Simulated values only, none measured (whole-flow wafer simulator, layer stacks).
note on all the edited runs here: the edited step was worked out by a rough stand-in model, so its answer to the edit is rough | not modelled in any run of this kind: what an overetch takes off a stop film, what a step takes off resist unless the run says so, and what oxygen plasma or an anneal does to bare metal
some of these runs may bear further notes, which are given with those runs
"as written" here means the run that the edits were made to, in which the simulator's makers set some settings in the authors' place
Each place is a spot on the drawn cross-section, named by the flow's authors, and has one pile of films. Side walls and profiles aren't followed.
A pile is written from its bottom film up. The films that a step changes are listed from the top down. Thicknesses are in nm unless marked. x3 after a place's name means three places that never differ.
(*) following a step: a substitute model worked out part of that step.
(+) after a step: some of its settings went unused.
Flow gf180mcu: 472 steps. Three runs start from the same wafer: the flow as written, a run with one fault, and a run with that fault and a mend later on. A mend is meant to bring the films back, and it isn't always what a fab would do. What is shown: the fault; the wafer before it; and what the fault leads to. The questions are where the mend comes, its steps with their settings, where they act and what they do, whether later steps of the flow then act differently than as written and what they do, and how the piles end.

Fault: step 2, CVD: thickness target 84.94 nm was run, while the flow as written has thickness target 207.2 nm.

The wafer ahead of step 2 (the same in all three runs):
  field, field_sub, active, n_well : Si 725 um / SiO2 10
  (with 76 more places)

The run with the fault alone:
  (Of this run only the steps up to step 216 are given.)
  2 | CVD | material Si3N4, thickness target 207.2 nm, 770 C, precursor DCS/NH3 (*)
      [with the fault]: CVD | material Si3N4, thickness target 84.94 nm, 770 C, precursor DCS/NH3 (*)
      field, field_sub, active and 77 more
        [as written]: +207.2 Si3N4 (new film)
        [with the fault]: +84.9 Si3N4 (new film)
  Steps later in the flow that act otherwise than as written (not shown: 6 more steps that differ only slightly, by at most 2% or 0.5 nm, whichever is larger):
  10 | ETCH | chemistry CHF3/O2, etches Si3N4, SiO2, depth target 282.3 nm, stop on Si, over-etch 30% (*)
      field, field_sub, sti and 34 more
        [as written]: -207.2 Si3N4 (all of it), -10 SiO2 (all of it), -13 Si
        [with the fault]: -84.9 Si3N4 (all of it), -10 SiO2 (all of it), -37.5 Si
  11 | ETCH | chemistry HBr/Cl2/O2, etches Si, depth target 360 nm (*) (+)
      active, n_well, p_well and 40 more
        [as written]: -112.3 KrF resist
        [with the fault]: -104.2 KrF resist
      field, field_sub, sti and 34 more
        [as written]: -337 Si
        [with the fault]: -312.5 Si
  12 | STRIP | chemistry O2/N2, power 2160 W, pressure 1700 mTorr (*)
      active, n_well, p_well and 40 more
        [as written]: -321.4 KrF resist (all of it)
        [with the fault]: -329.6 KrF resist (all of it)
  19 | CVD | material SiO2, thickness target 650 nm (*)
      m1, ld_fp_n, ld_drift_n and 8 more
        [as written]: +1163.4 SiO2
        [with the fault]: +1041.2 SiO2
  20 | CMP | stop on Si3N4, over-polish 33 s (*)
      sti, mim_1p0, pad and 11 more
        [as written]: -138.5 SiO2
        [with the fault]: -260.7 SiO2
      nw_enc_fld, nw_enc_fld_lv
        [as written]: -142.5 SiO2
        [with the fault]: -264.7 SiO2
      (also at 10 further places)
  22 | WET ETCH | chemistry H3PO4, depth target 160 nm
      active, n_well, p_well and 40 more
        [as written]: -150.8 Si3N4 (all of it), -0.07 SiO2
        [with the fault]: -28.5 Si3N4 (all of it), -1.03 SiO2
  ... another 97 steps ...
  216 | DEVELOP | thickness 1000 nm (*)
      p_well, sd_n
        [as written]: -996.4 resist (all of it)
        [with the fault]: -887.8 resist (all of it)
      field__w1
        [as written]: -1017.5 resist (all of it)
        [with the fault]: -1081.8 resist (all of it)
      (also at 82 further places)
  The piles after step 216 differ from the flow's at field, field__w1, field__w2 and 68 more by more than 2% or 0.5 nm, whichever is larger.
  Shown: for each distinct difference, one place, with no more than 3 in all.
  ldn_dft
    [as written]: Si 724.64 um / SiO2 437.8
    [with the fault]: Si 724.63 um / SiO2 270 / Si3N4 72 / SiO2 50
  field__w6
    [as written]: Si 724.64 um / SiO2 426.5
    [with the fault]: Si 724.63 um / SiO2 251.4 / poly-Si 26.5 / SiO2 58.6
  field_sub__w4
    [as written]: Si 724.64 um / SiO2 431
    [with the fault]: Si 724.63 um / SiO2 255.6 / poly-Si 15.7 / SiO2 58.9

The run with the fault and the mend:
  The mend follows step 9.
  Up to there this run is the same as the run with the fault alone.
  9a | STRIP | chemistry O2/N2, power 2160 W, pressure 1700 mTorr (*)
      active, n_well, p_well and 40 more
        -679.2 KrF resist (all of it)
  9b | CVD | material Si3N4, thickness target 122.2 nm, 770 C, precursor DCS/NH3 (*) (the flow's step 2, run once more with other settings)
      field, field_sub, active and 77 more
        +122.2 Si3N4
  9c | HMDS | 120 C, 60 s (the flow's step 4, run once more)
      alters no film at any place that is followed
  9d | COAT | KrF resist, thickness 700 nm (the flow's step 5, run once more)
      field, field_sub, active and 77 more
        +700 KrF resist (new film)
  9e | SOFTBAKE | KrF resist (the flow's step 6, run once more)
      alters no film at any place that is followed
  9f | EXPOSE | photomask COMP (the flow's step 7, run once more)
      alters no film at any place that is followed
  9g | PEB | KrF resist, 135 C, 90 s (the flow's step 8, run once more)
      field, field_sub, active and 77 more
        -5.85 KrF resist
  9h | DEVELOP | thickness 700 nm, 60 s (the flow's step 9, run once more)
      active, n_well, p_well and 40 more
        -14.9 KrF resist
      field, field_sub, sti and 34 more
        -694.2 KrF resist (all of it)
  None of the later steps of the flow differs from how it acts as written, at any place that is followed, by more than 2% or 0.5 nm, whichever is larger.
  By the end, the piles equal the flow's at every place that both follow.
